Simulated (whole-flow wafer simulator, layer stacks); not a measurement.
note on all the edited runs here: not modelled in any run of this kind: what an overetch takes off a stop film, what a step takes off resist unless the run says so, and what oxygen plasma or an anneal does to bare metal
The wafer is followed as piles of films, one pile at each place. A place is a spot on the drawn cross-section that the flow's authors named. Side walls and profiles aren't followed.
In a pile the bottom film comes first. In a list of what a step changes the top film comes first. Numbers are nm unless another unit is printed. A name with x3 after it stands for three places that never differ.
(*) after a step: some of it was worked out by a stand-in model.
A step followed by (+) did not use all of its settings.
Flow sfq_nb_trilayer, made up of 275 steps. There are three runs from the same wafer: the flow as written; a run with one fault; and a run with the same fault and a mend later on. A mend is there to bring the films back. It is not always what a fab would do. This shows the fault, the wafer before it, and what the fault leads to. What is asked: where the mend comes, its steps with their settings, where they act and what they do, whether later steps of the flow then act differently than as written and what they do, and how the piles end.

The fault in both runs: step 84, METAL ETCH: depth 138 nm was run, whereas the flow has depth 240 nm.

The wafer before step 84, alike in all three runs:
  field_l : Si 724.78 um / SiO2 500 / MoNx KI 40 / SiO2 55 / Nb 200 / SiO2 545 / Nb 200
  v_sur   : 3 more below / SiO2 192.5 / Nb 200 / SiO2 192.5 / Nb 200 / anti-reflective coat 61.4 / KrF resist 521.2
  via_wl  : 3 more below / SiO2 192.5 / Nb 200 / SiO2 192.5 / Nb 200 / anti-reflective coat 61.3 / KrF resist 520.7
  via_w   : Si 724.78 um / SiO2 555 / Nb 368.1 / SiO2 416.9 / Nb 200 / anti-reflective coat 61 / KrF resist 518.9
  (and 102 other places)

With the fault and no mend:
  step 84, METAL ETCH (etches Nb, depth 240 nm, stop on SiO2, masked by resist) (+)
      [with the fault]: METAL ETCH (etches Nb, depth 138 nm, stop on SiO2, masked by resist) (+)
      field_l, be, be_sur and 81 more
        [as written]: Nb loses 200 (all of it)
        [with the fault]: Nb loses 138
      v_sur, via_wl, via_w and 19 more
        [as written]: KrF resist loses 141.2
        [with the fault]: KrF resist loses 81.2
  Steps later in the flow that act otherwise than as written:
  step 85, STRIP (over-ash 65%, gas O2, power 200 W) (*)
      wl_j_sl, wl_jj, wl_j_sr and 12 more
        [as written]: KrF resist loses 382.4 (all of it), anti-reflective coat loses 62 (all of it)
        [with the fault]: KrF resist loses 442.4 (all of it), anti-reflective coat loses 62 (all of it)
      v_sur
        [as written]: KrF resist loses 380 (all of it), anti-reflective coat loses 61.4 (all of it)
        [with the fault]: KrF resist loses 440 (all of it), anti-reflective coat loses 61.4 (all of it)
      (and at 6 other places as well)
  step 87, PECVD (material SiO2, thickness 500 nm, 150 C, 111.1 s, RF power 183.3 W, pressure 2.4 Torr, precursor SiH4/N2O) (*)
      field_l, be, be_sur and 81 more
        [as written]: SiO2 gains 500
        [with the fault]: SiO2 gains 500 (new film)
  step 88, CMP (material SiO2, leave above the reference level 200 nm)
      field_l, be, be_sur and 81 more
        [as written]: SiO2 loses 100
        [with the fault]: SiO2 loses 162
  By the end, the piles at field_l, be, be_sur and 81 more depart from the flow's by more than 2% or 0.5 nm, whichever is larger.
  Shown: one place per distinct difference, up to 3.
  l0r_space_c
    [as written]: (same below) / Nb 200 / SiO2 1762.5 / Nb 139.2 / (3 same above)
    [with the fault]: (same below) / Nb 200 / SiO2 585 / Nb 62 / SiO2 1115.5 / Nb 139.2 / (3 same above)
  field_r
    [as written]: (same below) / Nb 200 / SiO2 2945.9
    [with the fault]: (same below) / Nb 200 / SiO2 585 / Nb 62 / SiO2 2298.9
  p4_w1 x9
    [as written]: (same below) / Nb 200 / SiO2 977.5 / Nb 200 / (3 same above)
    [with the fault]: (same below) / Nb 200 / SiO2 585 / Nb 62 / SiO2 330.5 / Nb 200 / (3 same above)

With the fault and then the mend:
  The mend follows step 84.
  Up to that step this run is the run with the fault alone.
  step 84a, METAL ETCH (etches Nb, depth 102 nm, stop on SiO2, masked by resist) (+) (the flow's step 84 again, with other settings)
      field_l, be, be_sur and 81 more
        Nb loses 62 (all of it)
      v_sur, via_wl, via_w and 19 more
        KrF resist loses 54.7
  None of the later steps of the flow differs from how it acts as written, at any place that is followed, by more than 2% or 0.5 nm, whichever is larger.
  By the end, the piles equal the flow's at every place that both follow.
